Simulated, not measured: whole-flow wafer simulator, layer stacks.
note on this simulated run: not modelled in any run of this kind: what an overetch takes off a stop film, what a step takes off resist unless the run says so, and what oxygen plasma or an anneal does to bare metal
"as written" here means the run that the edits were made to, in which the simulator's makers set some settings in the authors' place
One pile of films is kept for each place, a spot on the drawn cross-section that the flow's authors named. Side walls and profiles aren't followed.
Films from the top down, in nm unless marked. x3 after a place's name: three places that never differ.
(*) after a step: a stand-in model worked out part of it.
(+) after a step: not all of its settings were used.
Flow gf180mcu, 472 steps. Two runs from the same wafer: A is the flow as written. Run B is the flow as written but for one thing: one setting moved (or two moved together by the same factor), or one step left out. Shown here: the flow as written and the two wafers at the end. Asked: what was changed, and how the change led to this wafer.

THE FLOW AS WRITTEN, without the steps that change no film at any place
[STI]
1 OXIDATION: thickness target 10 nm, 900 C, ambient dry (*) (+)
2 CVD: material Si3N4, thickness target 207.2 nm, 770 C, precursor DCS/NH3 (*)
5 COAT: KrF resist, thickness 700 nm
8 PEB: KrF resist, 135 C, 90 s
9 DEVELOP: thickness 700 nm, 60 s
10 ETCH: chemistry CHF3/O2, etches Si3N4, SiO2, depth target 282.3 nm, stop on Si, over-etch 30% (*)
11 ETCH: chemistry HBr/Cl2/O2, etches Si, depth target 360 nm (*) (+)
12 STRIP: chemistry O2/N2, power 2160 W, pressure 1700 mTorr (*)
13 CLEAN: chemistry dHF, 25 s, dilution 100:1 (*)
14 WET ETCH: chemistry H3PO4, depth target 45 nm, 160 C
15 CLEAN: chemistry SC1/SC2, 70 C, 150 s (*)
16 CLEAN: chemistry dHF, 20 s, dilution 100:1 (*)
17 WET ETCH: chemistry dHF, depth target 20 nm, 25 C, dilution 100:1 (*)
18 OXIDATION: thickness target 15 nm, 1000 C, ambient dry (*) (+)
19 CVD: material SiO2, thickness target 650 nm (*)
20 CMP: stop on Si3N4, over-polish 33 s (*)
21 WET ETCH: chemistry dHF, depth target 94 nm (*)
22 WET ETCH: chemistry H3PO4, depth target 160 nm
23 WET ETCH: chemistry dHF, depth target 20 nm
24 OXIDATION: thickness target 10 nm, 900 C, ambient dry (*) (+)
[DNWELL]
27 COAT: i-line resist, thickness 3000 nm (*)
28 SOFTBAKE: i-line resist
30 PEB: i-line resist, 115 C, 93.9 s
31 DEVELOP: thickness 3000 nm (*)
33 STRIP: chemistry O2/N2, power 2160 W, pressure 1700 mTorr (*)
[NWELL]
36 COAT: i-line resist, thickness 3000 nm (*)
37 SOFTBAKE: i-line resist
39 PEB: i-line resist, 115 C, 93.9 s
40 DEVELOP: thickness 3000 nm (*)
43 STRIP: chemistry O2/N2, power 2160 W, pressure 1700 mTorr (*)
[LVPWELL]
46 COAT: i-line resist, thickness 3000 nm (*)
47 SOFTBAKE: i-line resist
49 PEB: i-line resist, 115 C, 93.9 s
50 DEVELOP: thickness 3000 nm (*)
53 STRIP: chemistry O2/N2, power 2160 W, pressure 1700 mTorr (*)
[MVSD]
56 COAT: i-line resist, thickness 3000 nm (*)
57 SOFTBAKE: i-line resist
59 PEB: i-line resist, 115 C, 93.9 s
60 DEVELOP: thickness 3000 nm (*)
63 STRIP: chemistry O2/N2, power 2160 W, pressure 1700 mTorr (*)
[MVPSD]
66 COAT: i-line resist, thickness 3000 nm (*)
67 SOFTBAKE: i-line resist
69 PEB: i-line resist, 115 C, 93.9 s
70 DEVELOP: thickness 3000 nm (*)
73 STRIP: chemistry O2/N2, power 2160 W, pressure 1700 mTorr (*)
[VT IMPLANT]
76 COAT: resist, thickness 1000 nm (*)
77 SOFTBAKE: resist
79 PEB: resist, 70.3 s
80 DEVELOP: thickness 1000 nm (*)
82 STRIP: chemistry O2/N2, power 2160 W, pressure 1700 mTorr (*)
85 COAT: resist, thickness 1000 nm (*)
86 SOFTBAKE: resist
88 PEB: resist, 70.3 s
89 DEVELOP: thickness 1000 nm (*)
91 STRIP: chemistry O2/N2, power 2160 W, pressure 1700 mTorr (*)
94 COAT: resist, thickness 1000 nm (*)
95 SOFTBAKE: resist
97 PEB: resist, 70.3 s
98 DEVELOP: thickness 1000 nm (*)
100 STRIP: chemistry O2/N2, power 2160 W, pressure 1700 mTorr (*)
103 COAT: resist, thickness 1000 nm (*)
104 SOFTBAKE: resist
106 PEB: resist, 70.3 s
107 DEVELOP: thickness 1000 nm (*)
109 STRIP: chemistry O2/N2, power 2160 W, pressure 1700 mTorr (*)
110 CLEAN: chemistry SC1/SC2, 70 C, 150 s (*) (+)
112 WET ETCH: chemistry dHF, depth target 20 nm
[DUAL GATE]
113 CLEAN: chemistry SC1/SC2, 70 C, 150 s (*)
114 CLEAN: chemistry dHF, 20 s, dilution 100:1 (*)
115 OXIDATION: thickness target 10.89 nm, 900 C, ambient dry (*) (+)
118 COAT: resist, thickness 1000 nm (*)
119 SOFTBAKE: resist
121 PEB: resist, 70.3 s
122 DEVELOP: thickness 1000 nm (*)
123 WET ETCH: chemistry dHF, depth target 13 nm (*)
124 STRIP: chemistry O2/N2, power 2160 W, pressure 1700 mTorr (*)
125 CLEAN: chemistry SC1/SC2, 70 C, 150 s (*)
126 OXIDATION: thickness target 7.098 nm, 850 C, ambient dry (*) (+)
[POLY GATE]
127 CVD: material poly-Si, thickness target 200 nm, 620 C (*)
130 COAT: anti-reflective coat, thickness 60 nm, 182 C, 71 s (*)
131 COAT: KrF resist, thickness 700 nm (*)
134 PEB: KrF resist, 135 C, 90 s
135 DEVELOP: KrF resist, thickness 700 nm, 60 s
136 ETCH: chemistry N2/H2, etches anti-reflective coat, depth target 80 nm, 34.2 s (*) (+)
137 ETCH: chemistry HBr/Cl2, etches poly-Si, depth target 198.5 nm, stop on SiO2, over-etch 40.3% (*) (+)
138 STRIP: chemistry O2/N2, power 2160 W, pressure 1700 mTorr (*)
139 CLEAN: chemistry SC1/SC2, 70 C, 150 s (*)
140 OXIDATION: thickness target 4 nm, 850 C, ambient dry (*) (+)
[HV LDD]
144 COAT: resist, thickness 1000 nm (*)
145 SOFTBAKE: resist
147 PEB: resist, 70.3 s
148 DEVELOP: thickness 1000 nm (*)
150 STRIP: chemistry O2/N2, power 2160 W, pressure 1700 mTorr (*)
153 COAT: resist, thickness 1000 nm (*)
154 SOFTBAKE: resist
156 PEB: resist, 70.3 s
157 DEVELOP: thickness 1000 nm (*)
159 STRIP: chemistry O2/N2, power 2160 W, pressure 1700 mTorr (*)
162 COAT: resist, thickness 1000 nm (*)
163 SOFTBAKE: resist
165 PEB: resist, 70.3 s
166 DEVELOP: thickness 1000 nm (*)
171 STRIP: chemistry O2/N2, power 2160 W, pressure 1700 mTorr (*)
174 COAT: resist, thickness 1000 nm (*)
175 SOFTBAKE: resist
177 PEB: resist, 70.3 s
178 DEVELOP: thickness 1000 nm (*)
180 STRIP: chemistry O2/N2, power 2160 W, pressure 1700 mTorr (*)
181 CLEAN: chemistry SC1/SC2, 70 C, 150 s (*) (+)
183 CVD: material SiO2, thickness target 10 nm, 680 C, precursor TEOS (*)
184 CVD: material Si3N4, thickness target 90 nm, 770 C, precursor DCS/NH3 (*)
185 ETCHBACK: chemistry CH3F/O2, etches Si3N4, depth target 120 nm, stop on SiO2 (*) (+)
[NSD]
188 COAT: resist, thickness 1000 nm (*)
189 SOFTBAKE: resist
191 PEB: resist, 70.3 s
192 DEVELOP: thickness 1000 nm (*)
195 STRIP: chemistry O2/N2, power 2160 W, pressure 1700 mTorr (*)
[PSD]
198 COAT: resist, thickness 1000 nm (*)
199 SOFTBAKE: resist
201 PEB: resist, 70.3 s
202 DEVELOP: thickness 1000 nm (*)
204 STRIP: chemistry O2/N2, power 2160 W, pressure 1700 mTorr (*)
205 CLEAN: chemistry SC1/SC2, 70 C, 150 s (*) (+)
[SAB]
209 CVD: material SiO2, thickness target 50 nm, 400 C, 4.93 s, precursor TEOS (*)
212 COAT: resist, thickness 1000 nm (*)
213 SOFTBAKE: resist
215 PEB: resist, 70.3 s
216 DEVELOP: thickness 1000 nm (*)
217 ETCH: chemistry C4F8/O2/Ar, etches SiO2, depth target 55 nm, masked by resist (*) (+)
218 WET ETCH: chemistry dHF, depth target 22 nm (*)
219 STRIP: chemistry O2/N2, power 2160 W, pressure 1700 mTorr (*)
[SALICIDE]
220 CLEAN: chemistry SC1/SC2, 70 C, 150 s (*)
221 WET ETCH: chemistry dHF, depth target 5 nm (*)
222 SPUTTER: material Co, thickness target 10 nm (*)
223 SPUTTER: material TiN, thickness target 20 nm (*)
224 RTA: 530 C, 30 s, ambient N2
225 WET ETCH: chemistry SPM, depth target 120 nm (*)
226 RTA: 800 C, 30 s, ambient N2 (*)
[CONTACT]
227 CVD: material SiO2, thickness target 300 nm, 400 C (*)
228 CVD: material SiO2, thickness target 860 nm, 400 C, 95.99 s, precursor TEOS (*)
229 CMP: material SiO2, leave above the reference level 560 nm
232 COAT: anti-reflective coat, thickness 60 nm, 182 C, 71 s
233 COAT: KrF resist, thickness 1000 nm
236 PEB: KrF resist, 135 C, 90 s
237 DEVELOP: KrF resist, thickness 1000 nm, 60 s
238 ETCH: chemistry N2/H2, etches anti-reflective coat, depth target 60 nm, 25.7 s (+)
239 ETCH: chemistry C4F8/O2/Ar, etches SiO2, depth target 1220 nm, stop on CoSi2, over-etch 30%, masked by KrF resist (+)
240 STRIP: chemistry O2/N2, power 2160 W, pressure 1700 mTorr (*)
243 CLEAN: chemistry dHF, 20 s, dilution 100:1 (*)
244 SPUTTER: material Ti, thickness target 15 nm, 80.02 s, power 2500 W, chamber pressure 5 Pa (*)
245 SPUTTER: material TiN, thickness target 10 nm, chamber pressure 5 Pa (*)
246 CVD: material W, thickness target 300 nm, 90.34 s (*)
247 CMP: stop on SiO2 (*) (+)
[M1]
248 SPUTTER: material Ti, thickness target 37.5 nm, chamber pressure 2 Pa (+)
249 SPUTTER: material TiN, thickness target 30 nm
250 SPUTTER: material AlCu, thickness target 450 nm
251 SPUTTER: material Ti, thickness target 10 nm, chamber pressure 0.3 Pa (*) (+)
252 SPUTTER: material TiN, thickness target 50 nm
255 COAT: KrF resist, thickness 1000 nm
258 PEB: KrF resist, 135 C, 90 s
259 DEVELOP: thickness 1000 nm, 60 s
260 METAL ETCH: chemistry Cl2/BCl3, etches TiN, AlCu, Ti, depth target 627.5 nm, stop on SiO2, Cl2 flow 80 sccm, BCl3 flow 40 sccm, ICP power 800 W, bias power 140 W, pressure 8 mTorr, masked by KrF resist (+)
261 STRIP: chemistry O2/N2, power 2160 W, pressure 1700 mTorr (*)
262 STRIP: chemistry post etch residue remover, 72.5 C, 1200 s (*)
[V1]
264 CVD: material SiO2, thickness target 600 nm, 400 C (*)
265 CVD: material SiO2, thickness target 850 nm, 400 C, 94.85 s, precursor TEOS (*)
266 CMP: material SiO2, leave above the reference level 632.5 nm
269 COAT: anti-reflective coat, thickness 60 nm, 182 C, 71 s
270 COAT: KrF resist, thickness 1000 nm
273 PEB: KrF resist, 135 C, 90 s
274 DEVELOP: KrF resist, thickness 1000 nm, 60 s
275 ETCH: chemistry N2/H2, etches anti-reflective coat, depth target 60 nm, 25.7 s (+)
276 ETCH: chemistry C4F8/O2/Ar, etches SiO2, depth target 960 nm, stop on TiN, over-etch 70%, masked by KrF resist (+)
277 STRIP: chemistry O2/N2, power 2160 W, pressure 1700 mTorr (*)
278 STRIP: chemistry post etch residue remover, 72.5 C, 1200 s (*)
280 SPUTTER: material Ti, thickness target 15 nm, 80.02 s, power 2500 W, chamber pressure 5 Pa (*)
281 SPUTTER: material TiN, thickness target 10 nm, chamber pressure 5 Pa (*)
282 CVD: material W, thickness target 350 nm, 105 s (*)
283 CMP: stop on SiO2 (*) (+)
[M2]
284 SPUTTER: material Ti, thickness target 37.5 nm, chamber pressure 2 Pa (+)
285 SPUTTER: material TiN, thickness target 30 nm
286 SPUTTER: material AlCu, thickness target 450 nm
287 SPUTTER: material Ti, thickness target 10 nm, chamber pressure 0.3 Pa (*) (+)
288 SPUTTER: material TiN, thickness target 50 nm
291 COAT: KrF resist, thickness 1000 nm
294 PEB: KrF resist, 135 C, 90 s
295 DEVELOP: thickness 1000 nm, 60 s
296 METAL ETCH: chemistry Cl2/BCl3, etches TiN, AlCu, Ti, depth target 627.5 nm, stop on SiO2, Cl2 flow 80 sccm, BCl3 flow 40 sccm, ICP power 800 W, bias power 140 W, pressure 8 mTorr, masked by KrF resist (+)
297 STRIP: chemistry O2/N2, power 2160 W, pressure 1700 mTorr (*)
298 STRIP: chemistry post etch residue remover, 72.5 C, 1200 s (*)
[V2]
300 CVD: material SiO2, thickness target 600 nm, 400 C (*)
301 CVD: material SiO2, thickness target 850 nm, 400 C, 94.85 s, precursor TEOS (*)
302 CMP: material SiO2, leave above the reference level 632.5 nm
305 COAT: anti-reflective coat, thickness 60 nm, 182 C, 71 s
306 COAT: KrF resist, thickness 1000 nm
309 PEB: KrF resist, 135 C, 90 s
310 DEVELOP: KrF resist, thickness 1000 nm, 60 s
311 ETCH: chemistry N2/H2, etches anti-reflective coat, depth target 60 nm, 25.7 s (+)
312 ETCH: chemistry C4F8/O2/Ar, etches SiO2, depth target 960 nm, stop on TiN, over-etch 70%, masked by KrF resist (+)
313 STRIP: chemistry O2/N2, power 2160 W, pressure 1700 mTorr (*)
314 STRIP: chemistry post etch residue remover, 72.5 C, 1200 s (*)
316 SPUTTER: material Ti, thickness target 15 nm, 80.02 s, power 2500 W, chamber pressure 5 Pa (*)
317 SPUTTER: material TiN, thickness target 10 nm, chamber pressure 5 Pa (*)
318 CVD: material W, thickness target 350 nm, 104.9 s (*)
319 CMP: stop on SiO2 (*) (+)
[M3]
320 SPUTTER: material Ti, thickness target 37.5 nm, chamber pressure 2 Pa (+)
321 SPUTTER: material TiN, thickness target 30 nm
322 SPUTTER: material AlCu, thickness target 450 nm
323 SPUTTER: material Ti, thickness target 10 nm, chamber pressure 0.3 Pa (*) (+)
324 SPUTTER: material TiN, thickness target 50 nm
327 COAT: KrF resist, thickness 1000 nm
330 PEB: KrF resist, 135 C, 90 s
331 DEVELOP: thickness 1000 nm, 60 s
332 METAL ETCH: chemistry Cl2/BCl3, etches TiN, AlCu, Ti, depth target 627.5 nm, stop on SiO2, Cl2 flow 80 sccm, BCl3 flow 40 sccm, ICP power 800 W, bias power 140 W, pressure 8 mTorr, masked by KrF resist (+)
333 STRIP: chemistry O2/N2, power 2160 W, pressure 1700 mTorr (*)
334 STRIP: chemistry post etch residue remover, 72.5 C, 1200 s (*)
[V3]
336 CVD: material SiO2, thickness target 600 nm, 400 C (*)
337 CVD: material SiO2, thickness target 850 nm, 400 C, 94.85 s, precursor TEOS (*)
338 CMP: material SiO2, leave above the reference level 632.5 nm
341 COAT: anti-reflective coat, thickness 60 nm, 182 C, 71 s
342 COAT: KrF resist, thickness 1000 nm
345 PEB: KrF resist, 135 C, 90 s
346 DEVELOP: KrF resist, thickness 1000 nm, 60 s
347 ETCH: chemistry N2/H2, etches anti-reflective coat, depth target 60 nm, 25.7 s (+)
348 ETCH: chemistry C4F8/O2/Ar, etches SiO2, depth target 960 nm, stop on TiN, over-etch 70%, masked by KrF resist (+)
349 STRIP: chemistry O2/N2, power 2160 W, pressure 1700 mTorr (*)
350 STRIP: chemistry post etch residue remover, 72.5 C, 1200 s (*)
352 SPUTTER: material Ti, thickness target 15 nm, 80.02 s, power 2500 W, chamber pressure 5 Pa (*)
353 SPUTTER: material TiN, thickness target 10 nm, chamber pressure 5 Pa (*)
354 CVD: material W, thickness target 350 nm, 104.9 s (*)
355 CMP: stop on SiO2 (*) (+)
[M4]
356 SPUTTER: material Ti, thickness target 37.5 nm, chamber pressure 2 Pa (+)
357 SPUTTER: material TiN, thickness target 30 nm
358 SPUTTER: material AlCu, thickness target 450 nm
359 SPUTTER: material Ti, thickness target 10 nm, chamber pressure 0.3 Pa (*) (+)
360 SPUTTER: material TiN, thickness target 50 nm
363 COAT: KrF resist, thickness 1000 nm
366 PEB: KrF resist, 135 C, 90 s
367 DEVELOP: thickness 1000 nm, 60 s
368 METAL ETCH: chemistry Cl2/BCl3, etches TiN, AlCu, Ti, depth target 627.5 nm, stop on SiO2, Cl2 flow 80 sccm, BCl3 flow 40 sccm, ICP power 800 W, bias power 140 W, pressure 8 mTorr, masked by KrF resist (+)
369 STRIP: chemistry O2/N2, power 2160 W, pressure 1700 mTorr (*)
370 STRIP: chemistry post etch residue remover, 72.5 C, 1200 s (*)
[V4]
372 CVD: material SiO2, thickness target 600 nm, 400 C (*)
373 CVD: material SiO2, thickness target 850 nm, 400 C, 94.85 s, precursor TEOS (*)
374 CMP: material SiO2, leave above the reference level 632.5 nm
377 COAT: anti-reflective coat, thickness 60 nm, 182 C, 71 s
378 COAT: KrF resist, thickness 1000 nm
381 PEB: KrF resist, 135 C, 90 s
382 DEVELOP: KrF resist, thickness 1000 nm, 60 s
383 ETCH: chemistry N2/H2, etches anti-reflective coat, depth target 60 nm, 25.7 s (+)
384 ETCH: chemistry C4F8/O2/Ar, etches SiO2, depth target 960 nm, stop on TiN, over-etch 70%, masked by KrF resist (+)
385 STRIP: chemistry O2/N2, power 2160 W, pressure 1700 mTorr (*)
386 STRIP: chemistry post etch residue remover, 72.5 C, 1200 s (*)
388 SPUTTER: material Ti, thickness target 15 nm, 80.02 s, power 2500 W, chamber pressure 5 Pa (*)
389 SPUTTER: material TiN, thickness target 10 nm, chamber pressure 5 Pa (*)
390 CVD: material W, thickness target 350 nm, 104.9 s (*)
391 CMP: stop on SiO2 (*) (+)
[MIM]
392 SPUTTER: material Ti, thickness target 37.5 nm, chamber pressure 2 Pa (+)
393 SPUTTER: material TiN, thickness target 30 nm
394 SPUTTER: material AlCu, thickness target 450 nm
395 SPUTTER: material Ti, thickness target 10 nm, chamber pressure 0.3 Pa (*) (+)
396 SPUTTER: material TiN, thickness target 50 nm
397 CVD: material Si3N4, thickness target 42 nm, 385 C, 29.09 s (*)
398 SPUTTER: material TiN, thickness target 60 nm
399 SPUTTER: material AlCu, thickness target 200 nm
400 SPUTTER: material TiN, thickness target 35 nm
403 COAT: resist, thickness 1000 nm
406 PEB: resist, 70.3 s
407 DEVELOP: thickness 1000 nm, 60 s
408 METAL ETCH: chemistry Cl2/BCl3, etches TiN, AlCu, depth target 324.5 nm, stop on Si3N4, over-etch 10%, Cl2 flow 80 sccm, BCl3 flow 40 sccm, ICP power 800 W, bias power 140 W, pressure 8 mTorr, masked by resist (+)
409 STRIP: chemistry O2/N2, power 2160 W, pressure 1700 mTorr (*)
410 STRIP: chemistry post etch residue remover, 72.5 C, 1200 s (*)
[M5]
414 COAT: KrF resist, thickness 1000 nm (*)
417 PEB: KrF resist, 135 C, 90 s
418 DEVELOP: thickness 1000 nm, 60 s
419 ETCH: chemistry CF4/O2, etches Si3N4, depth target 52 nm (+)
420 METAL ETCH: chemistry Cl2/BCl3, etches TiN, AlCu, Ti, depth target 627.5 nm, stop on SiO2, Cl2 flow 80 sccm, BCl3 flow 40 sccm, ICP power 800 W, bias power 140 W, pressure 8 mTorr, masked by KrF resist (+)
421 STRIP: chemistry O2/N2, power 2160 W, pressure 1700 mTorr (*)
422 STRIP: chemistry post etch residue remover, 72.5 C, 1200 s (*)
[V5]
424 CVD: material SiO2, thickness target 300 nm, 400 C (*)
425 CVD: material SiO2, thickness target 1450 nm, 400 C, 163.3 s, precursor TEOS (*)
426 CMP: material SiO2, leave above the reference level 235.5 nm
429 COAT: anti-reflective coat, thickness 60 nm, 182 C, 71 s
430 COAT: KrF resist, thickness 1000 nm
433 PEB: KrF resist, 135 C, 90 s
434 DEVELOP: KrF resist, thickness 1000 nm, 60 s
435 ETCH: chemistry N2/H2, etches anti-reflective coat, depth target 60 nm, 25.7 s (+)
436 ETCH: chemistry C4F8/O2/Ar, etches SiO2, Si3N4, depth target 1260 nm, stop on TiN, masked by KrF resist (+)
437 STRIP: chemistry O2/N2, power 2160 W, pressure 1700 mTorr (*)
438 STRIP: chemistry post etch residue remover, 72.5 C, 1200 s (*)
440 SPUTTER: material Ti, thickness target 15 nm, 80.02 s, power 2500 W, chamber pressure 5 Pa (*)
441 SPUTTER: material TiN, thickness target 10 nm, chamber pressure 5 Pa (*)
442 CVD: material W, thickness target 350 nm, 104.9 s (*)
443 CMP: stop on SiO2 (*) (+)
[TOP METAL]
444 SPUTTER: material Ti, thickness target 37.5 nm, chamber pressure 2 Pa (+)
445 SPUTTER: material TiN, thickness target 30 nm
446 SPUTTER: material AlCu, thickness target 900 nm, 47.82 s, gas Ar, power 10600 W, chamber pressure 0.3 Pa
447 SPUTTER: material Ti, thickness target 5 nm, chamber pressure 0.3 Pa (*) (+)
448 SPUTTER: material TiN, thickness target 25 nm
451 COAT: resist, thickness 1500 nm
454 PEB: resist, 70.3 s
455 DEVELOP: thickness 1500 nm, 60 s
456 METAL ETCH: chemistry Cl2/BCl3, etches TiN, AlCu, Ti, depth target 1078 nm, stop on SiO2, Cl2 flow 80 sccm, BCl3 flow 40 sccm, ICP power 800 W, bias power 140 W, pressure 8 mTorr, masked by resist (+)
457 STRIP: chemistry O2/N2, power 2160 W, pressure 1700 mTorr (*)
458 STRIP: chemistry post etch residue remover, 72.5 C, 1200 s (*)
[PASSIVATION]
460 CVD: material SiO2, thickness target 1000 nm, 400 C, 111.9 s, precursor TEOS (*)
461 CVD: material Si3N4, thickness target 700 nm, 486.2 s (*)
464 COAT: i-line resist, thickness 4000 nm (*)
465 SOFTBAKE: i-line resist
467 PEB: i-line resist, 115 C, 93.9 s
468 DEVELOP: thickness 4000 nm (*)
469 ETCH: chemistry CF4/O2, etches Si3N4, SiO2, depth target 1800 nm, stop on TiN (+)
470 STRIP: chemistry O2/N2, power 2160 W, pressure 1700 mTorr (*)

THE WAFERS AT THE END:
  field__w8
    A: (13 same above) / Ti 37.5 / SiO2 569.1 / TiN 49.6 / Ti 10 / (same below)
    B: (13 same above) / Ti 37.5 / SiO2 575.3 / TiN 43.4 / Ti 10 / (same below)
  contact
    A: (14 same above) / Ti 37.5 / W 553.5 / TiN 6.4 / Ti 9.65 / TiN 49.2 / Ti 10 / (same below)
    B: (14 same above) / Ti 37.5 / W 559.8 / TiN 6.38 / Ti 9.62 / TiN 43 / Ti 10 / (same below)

The cause: step 360, SPUTTER: thickness target 43.8 nm was run, where the flow has thickness target 50 nm.

How the change led to this, step by step:
  360 SPUTTER: material TiN, thickness target 50 nm
      field, field__w1, field__w2 and 108 more: A TiN +50 (new film) | B TiN +43.8 (new film)
  368 METAL ETCH: chemistry Cl2/BCl3, etches TiN, AlCu, Ti, depth target 627.5 nm, stop on SiO2, Cl2 flow 80 sccm, BCl3 flow 40 sccm, ICP power 800 W, bias power 140 W, pressure 8 mTorr, masked by KrF resist (+)
      field, field__w1, field__w2 and 103 more: A TiN -50 (all of it), Ti -10 (all of it), AlCu -450 (all of it), TiN -30 (all of it), Ti -37.5 (all of it) | B TiN -43.8 (all of it), Ti -10 (all of it), AlCu -450 (all of it), TiN -30 (all of it), Ti -37.5 (all of it)
